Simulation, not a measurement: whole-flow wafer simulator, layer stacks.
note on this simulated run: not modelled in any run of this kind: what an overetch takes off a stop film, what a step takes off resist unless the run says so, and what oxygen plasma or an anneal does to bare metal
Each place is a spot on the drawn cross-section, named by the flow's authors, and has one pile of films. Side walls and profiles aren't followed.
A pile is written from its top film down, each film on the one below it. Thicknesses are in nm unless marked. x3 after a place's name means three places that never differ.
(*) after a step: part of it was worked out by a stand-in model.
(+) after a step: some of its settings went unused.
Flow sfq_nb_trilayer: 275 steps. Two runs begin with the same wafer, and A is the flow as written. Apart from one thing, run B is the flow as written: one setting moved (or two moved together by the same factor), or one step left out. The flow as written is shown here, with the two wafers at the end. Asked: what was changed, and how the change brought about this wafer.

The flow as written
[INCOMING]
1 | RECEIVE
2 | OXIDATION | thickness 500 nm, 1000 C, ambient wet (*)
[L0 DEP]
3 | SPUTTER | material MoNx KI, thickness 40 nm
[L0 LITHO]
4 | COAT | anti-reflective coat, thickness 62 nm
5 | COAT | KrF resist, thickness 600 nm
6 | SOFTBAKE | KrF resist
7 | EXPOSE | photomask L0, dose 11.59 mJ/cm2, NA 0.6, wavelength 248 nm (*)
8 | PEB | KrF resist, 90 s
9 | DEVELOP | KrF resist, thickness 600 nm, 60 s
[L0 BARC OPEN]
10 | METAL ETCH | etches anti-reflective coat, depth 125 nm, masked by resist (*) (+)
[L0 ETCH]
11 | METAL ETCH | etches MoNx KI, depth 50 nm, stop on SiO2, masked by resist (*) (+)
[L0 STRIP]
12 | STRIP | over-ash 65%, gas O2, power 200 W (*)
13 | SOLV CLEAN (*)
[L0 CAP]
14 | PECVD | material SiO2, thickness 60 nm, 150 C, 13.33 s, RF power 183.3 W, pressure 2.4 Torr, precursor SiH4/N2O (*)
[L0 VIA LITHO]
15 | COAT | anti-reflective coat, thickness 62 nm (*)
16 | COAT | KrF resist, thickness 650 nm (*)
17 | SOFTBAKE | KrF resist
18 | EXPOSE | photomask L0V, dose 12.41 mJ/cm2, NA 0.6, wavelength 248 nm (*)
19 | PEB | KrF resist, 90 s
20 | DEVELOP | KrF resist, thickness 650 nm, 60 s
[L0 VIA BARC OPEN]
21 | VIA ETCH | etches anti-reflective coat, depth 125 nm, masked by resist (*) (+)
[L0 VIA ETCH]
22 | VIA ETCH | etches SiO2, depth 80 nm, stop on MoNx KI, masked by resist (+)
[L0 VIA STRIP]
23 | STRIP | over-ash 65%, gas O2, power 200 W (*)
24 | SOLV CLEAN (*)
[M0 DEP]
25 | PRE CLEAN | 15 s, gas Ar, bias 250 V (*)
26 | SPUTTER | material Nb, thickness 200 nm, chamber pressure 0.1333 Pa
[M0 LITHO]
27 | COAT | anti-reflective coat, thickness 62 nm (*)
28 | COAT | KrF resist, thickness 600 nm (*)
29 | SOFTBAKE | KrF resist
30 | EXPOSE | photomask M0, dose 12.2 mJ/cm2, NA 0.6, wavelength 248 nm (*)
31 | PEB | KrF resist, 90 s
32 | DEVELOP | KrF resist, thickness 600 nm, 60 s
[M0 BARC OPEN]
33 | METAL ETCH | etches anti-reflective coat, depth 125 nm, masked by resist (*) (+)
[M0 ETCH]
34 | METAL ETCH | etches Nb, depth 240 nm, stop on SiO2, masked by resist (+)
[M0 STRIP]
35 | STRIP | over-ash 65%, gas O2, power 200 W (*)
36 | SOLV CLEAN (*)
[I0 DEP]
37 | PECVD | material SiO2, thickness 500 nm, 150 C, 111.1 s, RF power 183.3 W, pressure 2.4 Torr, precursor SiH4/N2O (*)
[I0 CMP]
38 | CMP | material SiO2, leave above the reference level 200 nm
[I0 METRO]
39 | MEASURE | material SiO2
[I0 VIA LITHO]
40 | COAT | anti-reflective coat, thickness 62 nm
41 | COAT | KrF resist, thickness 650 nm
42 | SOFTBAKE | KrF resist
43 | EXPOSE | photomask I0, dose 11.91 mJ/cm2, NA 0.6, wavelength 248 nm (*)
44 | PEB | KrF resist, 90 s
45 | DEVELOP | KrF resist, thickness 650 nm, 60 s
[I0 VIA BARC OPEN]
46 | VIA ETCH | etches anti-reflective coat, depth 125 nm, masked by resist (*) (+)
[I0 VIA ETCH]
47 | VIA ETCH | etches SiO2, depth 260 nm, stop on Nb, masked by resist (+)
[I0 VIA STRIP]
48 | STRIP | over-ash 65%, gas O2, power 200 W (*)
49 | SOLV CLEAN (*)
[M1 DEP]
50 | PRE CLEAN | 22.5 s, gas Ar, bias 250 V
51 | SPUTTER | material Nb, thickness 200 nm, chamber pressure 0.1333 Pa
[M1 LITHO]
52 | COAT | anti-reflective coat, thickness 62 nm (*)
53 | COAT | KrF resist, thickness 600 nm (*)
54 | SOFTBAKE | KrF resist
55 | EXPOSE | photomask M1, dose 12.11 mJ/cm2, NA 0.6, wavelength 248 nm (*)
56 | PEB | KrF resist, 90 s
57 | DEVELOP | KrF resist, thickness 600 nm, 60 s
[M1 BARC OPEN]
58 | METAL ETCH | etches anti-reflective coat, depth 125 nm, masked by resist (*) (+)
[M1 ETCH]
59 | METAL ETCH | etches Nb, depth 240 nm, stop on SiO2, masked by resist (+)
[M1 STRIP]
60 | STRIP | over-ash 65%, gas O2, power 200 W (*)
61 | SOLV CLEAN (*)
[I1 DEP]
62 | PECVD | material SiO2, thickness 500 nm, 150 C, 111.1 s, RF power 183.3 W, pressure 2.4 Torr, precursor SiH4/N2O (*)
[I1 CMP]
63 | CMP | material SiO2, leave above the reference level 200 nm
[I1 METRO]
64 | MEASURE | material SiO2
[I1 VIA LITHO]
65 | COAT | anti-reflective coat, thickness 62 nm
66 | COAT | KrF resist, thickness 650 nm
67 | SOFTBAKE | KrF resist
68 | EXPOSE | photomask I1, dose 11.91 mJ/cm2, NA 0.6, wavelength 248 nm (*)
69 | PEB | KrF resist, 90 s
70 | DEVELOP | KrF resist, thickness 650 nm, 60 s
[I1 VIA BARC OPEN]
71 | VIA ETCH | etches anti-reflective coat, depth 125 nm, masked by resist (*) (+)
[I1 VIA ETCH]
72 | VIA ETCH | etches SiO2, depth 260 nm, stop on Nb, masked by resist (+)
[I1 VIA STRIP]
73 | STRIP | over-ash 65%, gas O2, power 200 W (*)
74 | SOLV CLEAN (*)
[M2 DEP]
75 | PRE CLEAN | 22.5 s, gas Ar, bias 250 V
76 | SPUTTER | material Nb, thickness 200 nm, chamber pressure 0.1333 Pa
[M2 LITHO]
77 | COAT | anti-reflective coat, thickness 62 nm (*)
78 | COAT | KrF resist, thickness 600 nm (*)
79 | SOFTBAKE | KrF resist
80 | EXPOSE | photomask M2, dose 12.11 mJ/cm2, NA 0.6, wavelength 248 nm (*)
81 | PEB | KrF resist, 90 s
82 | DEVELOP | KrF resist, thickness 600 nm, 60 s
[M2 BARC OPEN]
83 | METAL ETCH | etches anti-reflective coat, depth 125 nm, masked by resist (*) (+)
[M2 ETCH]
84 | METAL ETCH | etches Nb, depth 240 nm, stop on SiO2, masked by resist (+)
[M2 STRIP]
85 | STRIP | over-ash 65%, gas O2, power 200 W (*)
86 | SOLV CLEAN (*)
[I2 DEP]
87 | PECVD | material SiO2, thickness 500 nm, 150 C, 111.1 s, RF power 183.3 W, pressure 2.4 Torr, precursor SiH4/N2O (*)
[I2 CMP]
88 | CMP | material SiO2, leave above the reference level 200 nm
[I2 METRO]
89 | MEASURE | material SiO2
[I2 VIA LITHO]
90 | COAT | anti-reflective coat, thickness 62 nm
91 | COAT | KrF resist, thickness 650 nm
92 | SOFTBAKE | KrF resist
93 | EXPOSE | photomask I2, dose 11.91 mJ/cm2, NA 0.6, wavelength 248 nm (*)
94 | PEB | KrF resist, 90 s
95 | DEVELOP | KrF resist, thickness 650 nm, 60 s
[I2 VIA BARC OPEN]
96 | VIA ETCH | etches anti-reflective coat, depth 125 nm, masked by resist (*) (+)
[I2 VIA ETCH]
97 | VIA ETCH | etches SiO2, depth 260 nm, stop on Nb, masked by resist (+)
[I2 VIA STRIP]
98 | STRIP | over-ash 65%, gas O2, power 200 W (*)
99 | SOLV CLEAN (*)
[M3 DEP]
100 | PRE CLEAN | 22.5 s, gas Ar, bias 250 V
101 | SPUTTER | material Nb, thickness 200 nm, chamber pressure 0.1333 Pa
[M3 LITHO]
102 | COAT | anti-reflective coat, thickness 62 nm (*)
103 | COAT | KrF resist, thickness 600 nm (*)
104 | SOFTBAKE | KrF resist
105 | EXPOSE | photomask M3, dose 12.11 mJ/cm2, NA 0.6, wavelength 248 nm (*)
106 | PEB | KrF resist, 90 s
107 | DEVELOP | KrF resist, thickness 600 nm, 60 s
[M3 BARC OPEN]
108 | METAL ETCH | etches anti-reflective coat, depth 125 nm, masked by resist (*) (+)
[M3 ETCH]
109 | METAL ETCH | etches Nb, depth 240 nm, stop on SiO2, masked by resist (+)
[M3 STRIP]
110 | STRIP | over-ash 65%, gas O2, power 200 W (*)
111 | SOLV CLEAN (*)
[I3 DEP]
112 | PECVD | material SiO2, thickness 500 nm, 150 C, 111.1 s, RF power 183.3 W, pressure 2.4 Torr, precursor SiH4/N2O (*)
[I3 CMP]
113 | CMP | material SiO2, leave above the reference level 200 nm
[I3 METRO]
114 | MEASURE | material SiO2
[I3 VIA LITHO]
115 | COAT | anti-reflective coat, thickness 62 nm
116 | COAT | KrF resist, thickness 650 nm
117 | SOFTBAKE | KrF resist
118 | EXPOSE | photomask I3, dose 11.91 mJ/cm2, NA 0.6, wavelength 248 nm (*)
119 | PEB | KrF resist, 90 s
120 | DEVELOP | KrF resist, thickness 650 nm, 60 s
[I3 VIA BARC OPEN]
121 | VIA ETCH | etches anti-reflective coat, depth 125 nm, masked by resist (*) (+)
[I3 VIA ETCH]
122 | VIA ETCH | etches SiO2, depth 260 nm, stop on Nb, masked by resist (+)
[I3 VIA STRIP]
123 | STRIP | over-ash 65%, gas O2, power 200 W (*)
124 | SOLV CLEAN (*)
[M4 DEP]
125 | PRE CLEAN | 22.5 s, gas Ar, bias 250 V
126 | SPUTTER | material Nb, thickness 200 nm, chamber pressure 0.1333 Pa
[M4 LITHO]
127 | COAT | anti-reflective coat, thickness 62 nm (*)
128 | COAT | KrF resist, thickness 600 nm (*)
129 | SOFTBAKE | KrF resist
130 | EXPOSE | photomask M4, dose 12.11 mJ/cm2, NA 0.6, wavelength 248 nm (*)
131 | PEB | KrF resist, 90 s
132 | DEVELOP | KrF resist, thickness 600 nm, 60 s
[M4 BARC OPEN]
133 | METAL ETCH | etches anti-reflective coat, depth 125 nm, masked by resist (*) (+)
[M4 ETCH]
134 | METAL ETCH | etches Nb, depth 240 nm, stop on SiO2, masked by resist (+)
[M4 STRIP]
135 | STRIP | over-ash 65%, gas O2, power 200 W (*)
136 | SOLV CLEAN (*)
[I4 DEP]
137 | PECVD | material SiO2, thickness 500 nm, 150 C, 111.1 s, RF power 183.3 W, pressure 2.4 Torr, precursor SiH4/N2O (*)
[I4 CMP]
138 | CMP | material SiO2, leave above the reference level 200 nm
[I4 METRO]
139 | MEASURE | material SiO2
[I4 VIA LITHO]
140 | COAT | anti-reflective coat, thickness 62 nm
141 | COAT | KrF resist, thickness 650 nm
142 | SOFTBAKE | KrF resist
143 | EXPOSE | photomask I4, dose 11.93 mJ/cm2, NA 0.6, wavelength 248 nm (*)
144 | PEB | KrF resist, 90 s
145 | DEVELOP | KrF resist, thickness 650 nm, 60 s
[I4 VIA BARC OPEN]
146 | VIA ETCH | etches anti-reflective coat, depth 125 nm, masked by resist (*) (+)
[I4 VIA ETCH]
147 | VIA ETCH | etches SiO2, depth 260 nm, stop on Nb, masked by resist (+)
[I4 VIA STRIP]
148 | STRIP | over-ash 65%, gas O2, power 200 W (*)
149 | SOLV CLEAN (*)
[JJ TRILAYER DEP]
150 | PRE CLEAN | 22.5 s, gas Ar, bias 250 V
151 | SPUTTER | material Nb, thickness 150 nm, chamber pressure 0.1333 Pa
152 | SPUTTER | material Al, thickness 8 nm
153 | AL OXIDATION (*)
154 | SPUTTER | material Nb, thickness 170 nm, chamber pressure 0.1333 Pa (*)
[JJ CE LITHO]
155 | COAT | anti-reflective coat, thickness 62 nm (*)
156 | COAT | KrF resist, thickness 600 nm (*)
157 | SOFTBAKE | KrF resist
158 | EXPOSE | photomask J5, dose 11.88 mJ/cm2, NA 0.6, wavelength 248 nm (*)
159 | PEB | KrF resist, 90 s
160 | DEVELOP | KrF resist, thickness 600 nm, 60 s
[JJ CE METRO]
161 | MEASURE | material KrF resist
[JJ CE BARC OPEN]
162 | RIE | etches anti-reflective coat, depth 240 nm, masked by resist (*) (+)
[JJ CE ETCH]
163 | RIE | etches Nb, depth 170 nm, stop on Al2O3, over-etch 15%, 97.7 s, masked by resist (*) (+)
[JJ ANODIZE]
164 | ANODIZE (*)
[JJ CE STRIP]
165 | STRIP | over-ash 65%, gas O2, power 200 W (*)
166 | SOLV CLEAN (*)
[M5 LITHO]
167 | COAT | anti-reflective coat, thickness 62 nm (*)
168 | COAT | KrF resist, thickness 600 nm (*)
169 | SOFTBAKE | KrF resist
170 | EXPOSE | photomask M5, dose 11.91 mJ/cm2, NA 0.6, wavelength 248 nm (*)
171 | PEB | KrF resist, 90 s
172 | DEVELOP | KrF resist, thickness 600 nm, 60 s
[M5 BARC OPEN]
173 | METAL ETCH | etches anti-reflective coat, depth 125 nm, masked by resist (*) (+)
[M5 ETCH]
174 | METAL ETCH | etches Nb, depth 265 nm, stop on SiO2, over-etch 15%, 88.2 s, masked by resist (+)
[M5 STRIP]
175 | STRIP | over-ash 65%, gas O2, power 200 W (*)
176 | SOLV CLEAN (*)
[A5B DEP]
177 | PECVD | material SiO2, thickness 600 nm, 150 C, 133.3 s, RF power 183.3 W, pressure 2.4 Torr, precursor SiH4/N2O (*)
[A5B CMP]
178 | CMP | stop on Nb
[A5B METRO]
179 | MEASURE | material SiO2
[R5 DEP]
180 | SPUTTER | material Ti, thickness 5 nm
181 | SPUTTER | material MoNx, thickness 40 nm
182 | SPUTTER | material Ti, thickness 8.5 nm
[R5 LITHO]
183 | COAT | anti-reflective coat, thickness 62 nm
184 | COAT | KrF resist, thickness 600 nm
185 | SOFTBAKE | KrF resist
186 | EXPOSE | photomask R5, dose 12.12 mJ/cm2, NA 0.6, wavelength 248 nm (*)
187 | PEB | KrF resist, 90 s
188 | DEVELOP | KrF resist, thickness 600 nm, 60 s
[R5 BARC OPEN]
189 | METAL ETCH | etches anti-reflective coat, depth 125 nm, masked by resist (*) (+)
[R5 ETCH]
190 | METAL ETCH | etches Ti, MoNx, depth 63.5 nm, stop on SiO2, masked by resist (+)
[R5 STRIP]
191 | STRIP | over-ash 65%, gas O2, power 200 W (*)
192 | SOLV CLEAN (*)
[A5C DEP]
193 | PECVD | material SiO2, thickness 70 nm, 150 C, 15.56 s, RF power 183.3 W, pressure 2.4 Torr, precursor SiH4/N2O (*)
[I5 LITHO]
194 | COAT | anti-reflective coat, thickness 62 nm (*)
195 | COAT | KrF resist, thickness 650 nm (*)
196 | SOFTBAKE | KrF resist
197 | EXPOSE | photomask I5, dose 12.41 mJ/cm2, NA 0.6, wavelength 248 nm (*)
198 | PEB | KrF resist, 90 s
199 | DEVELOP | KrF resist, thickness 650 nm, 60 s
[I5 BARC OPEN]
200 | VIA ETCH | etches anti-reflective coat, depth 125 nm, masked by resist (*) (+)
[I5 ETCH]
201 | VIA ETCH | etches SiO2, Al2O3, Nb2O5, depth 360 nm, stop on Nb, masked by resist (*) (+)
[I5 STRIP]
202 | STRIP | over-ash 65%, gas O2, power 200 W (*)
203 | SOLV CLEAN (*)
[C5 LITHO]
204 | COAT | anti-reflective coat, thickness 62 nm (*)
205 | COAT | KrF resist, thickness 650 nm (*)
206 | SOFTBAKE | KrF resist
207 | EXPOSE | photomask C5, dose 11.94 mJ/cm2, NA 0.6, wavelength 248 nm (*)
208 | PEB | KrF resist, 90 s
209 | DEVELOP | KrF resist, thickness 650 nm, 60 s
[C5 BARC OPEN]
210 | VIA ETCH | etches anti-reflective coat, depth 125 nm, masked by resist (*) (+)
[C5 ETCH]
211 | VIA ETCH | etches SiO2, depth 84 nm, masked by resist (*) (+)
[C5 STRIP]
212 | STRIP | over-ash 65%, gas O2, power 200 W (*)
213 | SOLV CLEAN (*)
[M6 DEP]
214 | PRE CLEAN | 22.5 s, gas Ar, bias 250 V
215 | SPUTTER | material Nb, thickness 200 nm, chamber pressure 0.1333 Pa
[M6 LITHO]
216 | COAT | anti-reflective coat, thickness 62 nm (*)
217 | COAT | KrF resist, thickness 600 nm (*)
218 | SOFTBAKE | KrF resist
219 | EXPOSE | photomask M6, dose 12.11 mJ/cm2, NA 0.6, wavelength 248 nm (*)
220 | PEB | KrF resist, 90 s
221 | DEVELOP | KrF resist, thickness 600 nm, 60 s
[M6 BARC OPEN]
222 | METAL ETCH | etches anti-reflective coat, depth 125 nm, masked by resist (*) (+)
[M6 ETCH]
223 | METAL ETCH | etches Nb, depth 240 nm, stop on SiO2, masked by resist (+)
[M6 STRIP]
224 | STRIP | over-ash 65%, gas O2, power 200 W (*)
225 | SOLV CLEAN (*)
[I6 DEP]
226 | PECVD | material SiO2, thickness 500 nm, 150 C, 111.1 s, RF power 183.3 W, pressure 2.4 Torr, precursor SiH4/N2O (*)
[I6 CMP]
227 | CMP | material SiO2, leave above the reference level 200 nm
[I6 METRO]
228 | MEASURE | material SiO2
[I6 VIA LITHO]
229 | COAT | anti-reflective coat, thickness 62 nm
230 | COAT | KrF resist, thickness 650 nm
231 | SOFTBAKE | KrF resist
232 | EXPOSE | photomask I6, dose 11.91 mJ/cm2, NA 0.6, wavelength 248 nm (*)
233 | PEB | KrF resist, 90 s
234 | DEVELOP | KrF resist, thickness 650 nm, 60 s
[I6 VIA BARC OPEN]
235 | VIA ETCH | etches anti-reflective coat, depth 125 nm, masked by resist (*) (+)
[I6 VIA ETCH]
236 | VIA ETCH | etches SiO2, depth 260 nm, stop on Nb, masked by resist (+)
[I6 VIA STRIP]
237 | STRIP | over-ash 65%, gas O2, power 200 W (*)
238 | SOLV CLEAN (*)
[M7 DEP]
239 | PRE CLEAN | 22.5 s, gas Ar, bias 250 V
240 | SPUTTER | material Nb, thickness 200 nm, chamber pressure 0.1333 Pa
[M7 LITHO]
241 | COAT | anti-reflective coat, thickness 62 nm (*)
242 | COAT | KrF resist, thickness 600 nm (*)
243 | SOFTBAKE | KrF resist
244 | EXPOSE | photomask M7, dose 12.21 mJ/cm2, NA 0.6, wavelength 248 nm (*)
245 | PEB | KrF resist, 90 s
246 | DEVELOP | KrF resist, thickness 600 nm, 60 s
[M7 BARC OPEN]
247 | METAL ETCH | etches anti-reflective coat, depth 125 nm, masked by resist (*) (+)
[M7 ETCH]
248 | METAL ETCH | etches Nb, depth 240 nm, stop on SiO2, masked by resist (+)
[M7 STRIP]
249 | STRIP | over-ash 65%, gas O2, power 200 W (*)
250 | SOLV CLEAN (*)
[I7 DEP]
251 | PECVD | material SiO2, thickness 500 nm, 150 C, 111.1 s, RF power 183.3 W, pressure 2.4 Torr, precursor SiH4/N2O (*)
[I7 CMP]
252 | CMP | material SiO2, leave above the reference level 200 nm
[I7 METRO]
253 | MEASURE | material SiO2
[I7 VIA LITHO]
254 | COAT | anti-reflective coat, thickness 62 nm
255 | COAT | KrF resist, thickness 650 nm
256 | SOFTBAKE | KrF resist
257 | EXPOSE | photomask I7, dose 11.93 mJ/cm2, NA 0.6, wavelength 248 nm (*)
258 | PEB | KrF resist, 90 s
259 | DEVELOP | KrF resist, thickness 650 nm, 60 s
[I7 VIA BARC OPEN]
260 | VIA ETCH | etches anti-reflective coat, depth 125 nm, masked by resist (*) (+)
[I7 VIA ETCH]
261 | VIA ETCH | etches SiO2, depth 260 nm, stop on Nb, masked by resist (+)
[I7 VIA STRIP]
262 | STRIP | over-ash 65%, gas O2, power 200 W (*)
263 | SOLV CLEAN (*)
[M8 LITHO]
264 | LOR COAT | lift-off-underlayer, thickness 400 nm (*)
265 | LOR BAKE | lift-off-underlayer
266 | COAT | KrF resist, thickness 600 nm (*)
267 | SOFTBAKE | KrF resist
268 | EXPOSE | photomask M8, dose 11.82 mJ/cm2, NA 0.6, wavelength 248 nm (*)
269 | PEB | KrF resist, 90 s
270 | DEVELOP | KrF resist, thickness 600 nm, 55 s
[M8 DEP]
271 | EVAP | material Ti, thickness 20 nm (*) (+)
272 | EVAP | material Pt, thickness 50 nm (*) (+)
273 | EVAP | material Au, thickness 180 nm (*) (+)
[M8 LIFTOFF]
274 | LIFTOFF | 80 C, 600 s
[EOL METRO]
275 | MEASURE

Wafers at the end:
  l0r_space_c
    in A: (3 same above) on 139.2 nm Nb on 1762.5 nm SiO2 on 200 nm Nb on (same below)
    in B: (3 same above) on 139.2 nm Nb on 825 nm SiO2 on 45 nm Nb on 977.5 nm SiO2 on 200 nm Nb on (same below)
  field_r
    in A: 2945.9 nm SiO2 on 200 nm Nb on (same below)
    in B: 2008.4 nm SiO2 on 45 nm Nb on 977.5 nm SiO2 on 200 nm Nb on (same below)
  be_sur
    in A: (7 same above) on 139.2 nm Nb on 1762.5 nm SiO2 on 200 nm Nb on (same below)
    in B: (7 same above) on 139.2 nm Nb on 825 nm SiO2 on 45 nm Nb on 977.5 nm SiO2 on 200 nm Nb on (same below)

What caused this: step 101, SPUTTER: thickness 285 nm was run, though the flow has thickness 200 nm.

The path from the change to this, step by step:
  101 | SPUTTER | material Nb, thickness 200 nm, chamber pressure 0.1333 Pa
      field_l, v_sur, via_wl and 102 more: A Nb gains 200 (new film) | B Nb gains 285 (new film)
      via_w: A Nb gains 165.5 | B Nb gains 237.1
  102 | COAT | anti-reflective coat, thickness 62 nm (*)
      via_wl: A anti-reflective coat gains 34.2 (new film) | B anti-reflective coat gains 32.7 (new film)
  109 | METAL ETCH | etches Nb, depth 240 nm, stop on SiO2, masked by resist (+)
      field_l, be, be_sur and 72 more: A Nb loses 200 (all of it) | B Nb loses 240
  110 | STRIP | over-ash 65%, gas O2, power 200 W (*)
      via_wl: A KrF resist loses 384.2 (all of it), anti-reflective coat loses 34.2 (all of it) | B KrF resist loses 383.9 (all of it), anti-reflective coat loses 32.7 (all of it)
  112 | PECVD | material SiO2, thickness 500 nm, 150 C, 111.1 s, RF power 183.3 W, pressure 2.4 Torr, precursor SiH4/N2O (*)
      field_l, be, be_sur and 64 more: A SiO2 gains 500 | B SiO2 gains 500 (new film)
      p4_g1, p4_g2, p3_s0, p3_s1, p3_s2, p3_s3, p3_s4, p3_s5: A SiO2 gains 557.1 | B SiO2 gains 597.1 (new film)
  113 | CMP | material SiO2, leave above the reference level 200 nm
      field_l, be, be_sur and 64 more: A SiO2 loses 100 | B SiO2 loses 60
      via_w: A SiO2 loses 181.6 | B SiO2 loses 157.1
Taking metal films that touch as one body, l0r_space_c has 3 bodies (between them, from the top down: SiO2 825; SiO2 977.5); the flow as written gives 2 bodies (between them, from the top down: SiO2 1762.5).
Taking metal films that touch as one body, field_r has 2 bodies (between them, from the top down: SiO2 977.5); the flow as written gives 1 body.
Taking metal films that touch as one body, be_sur has 5 bodies (between them, from the top down: SiO2 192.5; SiO2 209 / Al2O3 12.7 / Nb2O5 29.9; SiO2 825; SiO2 977.5); the flow as written gives 4 bodies (between them, from the top down: SiO2 192.5; SiO2 209 / Al2O3 12.7 / Nb2O5 29.9; SiO2 1762.5).
